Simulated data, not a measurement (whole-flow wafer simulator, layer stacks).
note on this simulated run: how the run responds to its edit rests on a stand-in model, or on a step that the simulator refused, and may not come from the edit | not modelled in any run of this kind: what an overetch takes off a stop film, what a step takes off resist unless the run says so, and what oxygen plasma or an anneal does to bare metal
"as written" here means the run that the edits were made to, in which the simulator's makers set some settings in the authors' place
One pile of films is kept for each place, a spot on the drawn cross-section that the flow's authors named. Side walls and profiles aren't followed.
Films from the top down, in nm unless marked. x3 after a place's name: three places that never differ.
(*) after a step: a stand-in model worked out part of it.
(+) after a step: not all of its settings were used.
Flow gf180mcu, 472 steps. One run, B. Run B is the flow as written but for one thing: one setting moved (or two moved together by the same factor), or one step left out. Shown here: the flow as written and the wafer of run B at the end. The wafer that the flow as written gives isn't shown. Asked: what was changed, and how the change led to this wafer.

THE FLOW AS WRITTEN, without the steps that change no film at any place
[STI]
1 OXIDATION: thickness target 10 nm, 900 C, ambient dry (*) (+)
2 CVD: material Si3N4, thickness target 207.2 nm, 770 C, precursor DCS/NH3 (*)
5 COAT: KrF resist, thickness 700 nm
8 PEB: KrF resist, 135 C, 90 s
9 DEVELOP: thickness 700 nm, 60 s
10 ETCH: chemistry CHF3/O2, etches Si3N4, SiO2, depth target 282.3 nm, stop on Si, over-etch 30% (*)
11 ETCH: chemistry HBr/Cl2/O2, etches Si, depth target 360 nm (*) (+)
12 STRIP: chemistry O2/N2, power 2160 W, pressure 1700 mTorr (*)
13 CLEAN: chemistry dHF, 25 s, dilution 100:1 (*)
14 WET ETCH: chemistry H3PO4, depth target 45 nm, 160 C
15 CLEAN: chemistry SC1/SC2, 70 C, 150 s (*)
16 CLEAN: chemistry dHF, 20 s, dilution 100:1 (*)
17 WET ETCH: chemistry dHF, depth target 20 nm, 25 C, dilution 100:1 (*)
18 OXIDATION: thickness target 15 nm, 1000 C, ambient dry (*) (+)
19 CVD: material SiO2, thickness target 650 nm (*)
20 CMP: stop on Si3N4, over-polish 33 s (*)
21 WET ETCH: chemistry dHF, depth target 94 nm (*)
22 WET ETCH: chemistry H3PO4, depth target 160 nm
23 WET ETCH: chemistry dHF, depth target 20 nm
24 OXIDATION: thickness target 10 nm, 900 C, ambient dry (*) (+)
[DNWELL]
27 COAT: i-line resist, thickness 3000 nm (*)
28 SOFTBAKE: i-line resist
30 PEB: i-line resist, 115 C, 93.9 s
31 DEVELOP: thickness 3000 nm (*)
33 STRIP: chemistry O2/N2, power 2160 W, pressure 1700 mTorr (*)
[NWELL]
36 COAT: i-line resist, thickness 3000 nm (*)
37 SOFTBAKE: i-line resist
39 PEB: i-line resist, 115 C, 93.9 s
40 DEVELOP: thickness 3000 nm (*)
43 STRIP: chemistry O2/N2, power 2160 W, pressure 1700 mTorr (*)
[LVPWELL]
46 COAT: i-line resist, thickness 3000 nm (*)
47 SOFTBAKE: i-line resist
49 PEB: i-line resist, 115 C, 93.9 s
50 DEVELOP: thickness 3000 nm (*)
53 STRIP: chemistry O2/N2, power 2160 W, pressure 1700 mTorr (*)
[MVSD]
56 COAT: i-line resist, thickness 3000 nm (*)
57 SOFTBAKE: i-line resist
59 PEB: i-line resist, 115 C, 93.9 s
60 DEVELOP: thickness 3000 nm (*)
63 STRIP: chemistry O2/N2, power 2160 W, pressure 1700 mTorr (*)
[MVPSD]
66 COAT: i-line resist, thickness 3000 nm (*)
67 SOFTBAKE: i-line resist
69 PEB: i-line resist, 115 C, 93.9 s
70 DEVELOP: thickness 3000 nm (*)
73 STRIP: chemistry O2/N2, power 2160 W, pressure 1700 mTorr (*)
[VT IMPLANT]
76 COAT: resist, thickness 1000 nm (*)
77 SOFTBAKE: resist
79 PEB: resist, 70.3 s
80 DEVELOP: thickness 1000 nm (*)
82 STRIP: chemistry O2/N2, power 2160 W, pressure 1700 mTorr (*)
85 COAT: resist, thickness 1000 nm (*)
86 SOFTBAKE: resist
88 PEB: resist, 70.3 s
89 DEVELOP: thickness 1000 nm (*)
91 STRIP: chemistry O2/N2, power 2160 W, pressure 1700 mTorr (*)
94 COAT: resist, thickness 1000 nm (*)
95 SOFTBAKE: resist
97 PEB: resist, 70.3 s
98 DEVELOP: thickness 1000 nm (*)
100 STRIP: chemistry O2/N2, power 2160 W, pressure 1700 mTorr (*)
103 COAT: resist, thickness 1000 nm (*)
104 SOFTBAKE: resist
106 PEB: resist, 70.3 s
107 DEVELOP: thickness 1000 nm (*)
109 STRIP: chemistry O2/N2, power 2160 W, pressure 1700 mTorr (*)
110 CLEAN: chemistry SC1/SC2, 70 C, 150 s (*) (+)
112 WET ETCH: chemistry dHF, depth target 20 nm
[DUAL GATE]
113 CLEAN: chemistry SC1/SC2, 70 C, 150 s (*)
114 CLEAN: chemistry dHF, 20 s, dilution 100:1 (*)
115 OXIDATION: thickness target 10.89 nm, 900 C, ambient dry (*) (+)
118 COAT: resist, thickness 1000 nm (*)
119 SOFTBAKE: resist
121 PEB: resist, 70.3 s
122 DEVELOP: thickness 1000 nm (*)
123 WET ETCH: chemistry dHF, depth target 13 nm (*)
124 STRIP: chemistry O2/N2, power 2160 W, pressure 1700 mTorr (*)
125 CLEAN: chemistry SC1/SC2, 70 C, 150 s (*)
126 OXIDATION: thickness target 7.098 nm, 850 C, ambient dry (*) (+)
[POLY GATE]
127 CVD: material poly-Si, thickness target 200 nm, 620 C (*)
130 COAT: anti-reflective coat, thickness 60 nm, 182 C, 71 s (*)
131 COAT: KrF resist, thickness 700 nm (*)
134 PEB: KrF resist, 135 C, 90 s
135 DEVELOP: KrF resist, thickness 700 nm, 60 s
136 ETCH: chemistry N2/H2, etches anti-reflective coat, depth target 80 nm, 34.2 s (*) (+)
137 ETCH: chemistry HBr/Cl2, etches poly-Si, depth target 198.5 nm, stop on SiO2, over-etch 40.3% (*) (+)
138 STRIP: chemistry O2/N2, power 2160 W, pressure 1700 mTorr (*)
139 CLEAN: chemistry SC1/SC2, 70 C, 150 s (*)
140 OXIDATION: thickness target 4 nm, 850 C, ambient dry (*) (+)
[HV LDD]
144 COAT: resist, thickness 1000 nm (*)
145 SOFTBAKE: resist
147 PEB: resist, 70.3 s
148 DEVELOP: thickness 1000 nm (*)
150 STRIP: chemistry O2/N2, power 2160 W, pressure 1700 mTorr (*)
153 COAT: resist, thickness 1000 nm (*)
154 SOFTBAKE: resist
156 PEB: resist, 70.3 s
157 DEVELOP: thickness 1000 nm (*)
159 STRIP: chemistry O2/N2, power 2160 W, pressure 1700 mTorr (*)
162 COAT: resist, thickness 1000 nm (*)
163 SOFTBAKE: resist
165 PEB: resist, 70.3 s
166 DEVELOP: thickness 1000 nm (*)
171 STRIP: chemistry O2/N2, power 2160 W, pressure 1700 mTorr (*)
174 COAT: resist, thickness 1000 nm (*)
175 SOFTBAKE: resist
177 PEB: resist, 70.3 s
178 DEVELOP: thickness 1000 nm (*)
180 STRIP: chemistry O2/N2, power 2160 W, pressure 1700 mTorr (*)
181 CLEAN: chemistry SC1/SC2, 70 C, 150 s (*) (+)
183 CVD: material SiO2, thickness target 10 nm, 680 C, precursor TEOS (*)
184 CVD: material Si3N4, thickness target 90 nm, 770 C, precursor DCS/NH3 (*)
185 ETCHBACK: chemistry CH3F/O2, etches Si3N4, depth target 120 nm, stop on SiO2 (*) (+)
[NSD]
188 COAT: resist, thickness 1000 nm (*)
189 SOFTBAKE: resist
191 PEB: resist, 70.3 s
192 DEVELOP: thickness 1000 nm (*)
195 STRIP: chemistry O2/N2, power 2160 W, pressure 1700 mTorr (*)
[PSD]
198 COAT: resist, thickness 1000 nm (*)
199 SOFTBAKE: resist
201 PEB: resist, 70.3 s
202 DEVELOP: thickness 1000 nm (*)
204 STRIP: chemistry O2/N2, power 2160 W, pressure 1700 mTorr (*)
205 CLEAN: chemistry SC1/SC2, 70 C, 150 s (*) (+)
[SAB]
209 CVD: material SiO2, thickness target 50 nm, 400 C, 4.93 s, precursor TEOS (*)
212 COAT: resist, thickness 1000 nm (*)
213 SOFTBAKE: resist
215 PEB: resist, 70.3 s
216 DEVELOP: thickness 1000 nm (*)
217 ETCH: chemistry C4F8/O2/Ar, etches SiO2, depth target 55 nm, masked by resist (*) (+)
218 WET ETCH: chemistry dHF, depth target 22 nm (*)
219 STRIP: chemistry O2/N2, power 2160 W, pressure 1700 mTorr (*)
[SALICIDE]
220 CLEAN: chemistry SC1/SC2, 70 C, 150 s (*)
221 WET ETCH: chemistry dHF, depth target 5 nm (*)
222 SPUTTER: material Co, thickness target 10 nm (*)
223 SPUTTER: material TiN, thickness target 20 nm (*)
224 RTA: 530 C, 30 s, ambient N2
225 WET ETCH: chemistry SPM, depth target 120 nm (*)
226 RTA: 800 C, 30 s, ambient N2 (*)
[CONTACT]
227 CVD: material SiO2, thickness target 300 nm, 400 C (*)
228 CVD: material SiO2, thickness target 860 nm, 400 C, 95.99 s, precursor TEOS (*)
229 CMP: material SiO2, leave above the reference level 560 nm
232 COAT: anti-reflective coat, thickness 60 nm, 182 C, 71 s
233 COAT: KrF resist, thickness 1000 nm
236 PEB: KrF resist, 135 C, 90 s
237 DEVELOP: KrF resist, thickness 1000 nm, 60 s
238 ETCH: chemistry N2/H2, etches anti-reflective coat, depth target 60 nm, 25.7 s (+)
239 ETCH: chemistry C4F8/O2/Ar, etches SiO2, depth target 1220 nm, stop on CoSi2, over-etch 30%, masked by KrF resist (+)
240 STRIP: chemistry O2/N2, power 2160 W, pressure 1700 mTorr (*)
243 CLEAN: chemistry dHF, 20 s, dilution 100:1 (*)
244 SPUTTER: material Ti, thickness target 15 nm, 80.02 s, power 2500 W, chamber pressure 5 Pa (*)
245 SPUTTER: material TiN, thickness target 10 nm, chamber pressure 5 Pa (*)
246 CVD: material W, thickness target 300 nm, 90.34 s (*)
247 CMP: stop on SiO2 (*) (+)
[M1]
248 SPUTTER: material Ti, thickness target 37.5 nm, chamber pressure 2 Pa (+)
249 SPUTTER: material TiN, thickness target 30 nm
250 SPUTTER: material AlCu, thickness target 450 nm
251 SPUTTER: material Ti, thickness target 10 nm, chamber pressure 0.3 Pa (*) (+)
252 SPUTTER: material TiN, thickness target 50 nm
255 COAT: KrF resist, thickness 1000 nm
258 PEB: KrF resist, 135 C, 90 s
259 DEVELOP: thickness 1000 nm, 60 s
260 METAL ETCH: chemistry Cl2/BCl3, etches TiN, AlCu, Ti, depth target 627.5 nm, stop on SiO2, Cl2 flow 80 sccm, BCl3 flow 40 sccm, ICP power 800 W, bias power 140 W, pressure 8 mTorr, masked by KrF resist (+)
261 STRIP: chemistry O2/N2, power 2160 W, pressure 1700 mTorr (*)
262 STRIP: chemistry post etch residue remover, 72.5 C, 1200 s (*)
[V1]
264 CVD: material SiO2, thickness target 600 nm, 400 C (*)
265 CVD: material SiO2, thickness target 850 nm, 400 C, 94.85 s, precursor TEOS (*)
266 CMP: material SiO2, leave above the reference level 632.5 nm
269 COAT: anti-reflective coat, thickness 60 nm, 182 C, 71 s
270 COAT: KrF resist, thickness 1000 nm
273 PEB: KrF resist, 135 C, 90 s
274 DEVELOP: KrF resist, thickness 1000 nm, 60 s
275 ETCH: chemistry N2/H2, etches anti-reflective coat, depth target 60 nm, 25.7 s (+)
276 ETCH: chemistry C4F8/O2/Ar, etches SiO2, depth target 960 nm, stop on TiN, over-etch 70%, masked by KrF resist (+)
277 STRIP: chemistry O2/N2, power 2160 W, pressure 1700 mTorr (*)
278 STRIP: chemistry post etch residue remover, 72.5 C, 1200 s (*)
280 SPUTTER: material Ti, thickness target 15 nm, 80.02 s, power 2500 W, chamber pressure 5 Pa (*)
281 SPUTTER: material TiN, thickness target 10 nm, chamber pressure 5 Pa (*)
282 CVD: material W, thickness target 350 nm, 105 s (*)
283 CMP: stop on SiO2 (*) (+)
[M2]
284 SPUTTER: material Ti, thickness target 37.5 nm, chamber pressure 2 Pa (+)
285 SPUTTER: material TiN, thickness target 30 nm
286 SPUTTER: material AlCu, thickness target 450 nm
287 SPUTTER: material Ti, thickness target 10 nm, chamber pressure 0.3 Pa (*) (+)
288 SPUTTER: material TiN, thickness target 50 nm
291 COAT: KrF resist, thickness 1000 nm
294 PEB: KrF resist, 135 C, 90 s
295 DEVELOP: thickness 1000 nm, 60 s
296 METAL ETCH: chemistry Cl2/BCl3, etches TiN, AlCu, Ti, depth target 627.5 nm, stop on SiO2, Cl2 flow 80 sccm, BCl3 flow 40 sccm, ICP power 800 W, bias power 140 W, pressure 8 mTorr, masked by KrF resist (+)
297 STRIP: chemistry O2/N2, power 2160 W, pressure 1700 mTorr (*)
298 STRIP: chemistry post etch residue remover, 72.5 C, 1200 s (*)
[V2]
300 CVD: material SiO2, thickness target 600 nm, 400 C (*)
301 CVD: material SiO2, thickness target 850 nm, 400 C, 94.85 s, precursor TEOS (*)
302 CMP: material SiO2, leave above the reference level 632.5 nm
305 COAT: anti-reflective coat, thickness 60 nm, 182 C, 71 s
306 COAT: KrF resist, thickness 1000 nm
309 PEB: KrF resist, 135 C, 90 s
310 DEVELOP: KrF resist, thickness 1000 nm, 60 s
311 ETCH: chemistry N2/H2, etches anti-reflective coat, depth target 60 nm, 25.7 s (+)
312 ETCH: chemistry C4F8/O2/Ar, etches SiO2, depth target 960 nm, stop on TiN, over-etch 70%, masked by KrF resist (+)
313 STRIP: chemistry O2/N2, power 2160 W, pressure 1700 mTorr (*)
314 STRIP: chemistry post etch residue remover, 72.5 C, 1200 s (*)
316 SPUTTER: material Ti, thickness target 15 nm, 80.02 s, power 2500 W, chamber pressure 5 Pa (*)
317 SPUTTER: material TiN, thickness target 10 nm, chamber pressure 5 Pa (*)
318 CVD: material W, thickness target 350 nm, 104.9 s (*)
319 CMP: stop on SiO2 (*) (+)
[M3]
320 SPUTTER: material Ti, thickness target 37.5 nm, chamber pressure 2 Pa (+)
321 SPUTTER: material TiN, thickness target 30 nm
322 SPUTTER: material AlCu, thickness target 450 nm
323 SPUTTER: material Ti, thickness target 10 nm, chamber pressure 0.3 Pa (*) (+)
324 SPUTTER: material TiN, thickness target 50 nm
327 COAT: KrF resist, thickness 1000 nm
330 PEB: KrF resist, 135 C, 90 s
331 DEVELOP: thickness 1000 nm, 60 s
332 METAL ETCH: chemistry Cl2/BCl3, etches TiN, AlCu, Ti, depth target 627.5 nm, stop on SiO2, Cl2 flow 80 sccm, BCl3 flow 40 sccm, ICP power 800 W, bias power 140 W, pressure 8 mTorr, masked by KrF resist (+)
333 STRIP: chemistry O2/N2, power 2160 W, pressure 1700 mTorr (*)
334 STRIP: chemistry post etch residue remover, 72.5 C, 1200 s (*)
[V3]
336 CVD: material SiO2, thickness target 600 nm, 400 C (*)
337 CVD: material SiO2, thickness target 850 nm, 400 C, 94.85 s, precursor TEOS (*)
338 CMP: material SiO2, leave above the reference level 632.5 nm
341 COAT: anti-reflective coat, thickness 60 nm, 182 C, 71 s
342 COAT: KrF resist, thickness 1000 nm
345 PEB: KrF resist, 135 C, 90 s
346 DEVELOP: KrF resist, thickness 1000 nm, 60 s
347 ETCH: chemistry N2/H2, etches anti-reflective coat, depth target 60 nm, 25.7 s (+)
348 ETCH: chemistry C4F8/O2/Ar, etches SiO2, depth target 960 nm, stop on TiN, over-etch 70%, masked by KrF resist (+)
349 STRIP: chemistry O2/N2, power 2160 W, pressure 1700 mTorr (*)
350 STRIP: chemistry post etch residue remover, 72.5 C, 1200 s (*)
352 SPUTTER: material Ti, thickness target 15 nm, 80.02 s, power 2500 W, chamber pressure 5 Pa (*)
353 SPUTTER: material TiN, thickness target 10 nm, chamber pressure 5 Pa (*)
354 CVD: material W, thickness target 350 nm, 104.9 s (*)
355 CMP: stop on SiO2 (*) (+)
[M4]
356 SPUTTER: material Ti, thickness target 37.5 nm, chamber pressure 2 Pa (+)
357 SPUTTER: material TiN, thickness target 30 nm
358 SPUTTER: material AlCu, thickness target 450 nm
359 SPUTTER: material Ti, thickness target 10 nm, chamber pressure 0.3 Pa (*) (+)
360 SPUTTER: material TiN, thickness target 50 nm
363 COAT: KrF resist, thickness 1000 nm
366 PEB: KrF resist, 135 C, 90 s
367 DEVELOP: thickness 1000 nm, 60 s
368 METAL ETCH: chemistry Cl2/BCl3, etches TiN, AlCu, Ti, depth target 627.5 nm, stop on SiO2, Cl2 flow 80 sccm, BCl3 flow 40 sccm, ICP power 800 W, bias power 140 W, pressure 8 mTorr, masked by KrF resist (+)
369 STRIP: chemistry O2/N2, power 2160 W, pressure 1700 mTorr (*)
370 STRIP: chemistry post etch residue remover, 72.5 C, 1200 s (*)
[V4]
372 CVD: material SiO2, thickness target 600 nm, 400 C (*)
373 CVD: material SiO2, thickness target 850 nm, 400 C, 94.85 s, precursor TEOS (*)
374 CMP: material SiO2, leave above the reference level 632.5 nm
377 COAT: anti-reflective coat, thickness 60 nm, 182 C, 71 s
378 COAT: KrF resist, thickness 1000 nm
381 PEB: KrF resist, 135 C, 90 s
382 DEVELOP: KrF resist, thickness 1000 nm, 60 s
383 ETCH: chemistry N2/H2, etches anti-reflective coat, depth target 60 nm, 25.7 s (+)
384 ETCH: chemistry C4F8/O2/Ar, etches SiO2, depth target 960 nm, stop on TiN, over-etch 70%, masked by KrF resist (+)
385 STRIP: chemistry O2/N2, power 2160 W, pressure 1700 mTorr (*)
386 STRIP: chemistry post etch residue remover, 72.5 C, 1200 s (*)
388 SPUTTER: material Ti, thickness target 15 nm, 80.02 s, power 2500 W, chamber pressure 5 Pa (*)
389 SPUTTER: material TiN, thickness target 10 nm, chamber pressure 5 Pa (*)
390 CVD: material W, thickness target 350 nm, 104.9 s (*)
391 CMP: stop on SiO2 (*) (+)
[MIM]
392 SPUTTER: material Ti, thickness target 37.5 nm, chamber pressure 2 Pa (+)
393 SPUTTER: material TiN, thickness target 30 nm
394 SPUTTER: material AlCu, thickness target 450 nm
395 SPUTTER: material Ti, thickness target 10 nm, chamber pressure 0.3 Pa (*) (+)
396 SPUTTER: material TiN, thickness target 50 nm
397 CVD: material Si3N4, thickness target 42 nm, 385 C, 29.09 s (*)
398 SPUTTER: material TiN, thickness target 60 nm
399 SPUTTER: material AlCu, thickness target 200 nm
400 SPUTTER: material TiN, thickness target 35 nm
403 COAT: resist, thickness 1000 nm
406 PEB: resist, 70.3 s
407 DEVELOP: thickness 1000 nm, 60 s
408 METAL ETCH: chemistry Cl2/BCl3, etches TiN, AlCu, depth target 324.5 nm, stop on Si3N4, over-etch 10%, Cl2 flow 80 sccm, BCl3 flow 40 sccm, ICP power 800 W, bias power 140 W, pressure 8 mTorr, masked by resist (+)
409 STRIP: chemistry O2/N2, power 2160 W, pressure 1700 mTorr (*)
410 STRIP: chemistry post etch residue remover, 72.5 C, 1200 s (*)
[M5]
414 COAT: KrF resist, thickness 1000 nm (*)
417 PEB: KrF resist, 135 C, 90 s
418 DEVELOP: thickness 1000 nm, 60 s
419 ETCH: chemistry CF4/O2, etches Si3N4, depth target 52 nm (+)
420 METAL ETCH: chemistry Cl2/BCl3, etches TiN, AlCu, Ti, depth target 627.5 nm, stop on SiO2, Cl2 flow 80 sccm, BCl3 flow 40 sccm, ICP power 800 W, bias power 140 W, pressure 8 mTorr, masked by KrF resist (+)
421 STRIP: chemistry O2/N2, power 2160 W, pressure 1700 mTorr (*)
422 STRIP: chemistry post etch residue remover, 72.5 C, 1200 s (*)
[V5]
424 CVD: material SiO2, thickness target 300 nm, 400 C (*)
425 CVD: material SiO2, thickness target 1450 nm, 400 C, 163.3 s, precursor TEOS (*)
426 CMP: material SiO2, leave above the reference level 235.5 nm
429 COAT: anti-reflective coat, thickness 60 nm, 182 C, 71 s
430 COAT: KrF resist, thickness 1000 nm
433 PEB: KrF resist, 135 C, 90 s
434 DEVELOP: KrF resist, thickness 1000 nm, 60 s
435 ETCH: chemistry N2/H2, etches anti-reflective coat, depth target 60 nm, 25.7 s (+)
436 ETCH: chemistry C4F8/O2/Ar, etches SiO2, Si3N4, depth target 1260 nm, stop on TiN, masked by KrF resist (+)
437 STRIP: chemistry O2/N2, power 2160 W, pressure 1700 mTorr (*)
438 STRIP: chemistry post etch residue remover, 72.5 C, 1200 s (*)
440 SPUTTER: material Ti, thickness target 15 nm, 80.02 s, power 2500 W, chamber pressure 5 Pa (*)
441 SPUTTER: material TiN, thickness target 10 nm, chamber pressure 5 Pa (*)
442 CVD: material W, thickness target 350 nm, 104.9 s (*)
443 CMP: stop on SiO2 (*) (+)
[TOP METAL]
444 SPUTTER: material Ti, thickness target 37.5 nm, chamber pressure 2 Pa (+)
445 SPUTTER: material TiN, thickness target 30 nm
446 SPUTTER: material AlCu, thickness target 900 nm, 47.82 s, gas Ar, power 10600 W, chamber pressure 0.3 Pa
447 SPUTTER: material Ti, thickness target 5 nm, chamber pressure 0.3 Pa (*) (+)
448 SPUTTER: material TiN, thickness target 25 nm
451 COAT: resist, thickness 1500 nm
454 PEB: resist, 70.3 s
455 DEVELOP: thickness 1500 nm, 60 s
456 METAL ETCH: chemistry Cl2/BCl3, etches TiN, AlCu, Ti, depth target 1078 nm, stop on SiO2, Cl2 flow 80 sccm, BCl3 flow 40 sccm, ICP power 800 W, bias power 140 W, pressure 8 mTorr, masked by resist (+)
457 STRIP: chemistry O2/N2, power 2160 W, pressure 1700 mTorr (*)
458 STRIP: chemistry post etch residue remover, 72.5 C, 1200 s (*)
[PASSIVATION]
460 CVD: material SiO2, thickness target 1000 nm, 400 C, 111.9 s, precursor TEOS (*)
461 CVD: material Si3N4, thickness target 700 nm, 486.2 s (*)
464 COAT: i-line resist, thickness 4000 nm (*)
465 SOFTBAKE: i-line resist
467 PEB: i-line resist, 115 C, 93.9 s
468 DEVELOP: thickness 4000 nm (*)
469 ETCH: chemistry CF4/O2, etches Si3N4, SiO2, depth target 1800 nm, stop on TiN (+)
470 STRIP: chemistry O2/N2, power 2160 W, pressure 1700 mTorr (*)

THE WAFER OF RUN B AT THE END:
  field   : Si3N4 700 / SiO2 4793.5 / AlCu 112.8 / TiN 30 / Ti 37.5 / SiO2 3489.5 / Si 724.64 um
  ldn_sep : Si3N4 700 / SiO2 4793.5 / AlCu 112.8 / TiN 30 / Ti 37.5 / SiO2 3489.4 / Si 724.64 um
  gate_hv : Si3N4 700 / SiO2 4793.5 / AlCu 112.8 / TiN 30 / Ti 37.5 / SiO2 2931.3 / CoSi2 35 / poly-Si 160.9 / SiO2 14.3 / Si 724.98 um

The cause: step 322, SPUTTER: thickness target 686 nm was run, where the flow has thickness target 450 nm.

How the change led to this, step by step:
  322 SPUTTER: material AlCu, thickness target 450 nm
      field, field__w1, field__w2 and 108 more: AlCu +686 (new film) (as written it would be: AlCu +450 (new film))
  332 METAL ETCH: chemistry Cl2/BCl3, etches TiN, AlCu, Ti, depth target 627.5 nm, stop on SiO2, Cl2 flow 80 sccm, BCl3 flow 40 sccm, ICP power 800 W, bias power 140 W, pressure 8 mTorr, masked by KrF resist (+)
      field, field__w1, field__w2 and 103 more: TiN -50 (all of it), Ti -10 (all of it), AlCu -567.5 (as written it would be: TiN -50 (all of it), Ti -10 (all of it), AlCu -450 (all of it), TiN -30 (all of it), Ti -37.5 (all of it))
  334 STRIP: chemistry post etch residue remover, 72.5 C, 1200 s (*)
      field, field__w1, field__w2 and 103 more: AlCu -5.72 (as written it would be: nothing)
  336 CVD: material SiO2, thickness target 600 nm, 400 C (*)
      field, field__w1, field__w2 and 103 more: SiO2 +600 (new film) (as written it would be: SiO2 +600)
  338 CMP: material SiO2, leave above the reference level 632.5 nm
      field, field__w1, field__w2 and 103 more: SiO2 -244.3 (as written it would be: SiO2 -300)
Counting metal films that touch as one body, field has 1 body; the flow as written gives 0 bodies.
Counting metal films that touch as one body, ldn_sep has 1 body; the flow as written gives 0 bodies.
Counting metal films that touch as one body, gate_hv has 2 bodies (between them, from the top down: SiO2 2931.3); the flow as written gives 1 body.
